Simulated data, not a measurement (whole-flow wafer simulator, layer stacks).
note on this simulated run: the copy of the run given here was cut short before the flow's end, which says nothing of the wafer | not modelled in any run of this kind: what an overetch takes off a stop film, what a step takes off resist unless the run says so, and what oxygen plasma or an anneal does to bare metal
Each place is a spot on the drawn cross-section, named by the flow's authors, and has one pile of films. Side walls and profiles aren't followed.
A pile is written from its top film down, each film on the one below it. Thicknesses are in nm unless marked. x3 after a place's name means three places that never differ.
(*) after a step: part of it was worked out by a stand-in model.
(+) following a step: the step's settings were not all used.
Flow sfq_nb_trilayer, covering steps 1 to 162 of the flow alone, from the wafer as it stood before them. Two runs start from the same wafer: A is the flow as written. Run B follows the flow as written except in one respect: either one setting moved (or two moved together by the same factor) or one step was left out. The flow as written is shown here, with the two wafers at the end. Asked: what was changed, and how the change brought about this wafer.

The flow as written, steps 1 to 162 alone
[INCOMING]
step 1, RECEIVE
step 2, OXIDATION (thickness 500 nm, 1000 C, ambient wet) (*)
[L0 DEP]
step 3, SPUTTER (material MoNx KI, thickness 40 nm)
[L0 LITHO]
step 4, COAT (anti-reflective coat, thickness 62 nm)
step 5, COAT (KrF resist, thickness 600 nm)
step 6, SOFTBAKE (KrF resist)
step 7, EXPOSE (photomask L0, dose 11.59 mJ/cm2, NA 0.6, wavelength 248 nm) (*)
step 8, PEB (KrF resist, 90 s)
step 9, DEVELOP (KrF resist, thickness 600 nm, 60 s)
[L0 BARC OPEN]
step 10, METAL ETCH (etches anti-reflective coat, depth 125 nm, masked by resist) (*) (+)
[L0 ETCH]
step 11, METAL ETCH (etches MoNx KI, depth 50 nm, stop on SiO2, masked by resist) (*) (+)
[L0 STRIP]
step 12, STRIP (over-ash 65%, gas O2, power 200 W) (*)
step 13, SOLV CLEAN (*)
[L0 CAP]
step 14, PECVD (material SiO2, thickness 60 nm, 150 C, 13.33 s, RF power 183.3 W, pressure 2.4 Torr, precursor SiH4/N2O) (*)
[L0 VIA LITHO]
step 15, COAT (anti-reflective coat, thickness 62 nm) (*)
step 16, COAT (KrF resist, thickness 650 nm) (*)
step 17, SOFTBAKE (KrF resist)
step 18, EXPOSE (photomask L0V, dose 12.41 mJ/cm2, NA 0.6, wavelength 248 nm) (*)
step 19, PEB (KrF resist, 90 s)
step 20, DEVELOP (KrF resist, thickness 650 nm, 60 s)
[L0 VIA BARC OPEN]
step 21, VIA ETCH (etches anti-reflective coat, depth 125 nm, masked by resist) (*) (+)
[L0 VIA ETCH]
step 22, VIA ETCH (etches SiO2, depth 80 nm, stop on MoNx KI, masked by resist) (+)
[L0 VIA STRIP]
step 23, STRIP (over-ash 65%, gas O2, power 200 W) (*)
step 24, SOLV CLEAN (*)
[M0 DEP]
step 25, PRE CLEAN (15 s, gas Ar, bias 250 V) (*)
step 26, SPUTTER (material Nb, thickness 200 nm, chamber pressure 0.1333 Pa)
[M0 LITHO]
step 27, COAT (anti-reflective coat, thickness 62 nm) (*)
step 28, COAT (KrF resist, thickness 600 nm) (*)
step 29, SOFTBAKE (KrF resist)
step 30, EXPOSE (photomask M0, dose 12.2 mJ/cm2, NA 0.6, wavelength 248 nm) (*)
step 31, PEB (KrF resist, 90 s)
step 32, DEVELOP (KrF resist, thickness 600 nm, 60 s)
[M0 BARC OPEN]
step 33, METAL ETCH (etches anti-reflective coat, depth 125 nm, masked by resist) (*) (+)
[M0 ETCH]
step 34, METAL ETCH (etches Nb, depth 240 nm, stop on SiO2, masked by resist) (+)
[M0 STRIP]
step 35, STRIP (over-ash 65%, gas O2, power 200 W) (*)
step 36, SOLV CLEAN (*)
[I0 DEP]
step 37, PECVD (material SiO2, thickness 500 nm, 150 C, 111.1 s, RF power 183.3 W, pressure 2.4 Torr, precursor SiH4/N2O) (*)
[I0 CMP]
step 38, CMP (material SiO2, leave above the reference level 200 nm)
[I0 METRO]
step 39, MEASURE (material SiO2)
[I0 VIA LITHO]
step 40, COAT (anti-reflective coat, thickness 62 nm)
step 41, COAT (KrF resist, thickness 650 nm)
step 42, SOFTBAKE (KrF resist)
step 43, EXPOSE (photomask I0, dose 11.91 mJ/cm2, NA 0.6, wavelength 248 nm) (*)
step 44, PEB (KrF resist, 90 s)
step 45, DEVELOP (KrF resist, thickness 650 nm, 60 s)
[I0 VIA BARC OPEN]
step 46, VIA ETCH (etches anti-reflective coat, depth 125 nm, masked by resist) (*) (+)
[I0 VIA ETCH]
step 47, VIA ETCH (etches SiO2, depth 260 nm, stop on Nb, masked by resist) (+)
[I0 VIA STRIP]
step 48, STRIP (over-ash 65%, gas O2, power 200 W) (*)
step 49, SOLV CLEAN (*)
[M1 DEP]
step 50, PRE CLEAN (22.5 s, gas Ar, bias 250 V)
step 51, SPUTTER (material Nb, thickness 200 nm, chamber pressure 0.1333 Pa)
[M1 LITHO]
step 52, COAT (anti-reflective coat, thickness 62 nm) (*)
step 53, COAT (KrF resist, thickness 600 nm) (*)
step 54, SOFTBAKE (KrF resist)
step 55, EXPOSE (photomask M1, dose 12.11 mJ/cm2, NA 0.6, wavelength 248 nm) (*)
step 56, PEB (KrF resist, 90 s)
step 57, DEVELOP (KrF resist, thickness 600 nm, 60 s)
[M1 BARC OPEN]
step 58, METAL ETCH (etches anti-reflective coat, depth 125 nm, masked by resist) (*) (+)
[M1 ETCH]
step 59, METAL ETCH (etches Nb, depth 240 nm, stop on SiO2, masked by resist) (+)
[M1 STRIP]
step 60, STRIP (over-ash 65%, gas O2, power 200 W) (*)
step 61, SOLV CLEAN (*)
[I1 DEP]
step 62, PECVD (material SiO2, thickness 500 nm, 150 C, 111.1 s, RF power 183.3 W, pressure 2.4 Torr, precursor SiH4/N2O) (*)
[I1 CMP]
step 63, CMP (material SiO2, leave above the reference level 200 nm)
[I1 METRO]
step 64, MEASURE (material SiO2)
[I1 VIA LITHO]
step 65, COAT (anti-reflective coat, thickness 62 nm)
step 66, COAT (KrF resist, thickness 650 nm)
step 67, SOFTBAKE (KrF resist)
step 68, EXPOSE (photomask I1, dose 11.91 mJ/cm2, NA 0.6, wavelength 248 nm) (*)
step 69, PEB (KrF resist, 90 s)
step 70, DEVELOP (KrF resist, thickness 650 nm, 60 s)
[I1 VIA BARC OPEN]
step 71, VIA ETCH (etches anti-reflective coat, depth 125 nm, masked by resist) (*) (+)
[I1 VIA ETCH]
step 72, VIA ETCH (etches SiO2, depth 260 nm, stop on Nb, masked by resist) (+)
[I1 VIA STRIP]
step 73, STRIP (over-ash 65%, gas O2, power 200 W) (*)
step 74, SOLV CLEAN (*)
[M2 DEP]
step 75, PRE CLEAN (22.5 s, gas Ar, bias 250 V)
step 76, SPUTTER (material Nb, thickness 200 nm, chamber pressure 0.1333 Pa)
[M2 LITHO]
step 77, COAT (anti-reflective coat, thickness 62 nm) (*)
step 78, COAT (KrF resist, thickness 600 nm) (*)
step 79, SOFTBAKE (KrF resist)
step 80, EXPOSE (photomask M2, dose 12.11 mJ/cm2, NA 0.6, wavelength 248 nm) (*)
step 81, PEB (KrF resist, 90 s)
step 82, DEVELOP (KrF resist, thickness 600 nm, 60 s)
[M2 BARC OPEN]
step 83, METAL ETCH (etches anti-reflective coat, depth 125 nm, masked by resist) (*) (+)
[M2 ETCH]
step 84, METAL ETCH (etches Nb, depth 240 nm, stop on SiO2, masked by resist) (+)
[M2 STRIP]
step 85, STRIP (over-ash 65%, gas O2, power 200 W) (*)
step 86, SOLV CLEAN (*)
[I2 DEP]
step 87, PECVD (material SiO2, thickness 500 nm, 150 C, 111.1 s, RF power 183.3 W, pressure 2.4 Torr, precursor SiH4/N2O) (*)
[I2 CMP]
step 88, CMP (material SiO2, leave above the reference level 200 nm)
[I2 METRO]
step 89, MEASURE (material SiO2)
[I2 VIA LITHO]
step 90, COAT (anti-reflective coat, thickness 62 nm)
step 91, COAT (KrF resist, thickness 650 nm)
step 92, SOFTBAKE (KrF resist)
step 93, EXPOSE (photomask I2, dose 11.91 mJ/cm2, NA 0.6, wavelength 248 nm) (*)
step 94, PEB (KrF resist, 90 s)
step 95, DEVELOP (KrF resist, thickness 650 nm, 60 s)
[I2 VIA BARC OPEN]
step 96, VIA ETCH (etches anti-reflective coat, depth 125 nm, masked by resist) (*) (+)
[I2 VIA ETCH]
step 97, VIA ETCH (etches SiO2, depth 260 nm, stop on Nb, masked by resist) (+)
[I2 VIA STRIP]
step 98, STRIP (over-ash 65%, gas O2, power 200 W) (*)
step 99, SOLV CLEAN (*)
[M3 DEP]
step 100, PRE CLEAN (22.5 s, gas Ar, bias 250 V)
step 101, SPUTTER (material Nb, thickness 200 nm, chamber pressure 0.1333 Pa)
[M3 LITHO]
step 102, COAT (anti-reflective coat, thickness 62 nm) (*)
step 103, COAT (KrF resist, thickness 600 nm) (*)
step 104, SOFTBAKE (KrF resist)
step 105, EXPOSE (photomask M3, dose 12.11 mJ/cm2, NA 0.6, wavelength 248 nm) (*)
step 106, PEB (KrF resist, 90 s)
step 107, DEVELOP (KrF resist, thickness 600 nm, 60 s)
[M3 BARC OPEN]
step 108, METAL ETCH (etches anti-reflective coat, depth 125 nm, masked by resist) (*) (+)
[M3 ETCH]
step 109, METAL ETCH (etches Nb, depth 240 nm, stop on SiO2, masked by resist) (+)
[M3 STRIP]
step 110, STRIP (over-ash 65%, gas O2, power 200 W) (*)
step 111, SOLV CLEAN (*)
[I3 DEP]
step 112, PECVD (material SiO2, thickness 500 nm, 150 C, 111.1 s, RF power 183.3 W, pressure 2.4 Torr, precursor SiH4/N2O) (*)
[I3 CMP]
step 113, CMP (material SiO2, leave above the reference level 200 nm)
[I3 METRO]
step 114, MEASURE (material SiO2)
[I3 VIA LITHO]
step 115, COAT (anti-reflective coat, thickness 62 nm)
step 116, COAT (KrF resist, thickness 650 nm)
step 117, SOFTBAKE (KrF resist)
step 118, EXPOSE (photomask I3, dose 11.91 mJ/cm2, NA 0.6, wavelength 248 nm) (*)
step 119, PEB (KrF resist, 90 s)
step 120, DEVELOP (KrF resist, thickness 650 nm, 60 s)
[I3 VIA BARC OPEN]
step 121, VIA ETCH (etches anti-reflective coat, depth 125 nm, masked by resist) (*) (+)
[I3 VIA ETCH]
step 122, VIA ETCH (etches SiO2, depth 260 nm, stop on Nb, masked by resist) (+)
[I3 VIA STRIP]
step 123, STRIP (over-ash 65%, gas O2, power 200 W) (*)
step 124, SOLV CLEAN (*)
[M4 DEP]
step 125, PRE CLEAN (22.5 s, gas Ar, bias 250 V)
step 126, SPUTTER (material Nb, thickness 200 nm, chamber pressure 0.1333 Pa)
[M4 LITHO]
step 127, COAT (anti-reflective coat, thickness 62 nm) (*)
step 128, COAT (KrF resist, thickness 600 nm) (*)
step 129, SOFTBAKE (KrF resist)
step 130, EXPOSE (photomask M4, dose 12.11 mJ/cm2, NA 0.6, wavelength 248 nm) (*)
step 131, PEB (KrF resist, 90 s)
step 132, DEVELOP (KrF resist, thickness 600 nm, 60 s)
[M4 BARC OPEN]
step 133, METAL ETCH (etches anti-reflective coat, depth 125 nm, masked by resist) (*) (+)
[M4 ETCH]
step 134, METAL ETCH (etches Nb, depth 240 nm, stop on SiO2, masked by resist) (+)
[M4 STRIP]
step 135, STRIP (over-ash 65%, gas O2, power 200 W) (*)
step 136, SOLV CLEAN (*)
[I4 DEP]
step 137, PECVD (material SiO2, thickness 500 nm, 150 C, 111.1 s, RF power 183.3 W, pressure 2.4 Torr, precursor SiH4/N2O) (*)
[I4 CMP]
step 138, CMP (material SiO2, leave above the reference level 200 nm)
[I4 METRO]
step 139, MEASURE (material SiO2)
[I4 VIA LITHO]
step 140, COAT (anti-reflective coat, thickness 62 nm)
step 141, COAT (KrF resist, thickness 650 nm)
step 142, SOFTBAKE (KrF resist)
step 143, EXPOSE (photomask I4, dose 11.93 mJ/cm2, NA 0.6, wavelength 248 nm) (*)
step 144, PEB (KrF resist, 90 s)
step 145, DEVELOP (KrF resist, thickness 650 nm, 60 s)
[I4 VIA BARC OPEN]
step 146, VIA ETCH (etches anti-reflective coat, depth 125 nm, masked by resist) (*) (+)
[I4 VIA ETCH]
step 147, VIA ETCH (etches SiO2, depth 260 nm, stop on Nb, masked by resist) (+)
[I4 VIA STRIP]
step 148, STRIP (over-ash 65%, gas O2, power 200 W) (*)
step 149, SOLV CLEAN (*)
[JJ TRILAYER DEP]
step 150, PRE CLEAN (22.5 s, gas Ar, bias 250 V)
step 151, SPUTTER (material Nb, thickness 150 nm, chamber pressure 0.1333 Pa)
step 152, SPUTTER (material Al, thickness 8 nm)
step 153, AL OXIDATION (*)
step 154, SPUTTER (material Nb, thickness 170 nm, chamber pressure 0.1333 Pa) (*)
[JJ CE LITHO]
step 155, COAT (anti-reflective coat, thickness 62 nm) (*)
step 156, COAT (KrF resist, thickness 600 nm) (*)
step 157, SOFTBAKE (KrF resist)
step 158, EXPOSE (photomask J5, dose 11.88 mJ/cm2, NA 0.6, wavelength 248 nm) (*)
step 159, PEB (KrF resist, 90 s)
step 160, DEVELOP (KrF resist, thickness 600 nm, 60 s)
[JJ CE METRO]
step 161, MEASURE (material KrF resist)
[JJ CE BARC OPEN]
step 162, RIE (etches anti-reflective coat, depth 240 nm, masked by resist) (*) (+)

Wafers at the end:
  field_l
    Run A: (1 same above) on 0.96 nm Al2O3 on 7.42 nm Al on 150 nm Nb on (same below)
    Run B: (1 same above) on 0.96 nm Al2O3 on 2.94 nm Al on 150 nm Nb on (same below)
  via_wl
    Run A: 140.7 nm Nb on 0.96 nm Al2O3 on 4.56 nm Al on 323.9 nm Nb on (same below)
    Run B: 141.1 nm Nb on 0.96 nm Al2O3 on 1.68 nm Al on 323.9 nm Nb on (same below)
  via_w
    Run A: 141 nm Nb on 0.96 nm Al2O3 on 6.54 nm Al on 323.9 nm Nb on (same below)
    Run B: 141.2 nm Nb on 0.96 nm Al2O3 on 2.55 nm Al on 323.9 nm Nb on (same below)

Cause: step 152, SPUTTER: thickness 3.52 nm was run, whereas the flow has thickness 8 nm.

The path from the change to this, step by step:
  step 152, SPUTTER (material Al, thickness 8 nm)
      field_l, v_sur, via_sp and 100 more: A Al gains 8 (new film) | B Al gains 3.52 (new film)
      via_wl, via_wr: A Al gains 5.14 (new film) | B Al gains 2.26 (new film)
      (and at 1 other place as well)
  step 155, COAT (anti-reflective coat, thickness 62 nm) (*)
      via_wl, via_wr: A anti-reflective coat gains 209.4 (new film) | B anti-reflective coat gains 202.6 (new film)
      via_w: A anti-reflective coat gains 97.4 (new film) | B anti-reflective coat gains 95.1 (new film)
  step 162, RIE (etches anti-reflective coat, depth 240 nm, masked by resist) (*) (+)
      ce_l, c5j, ce_r, wl_jj: A KrF resist loses 209.4 | B KrF resist loses 202.6
      via_wl, via_wr: A anti-reflective coat loses 209.4 (all of it) | B anti-reflective coat loses 202.6 (all of it)
      (and at 1 other place as well)
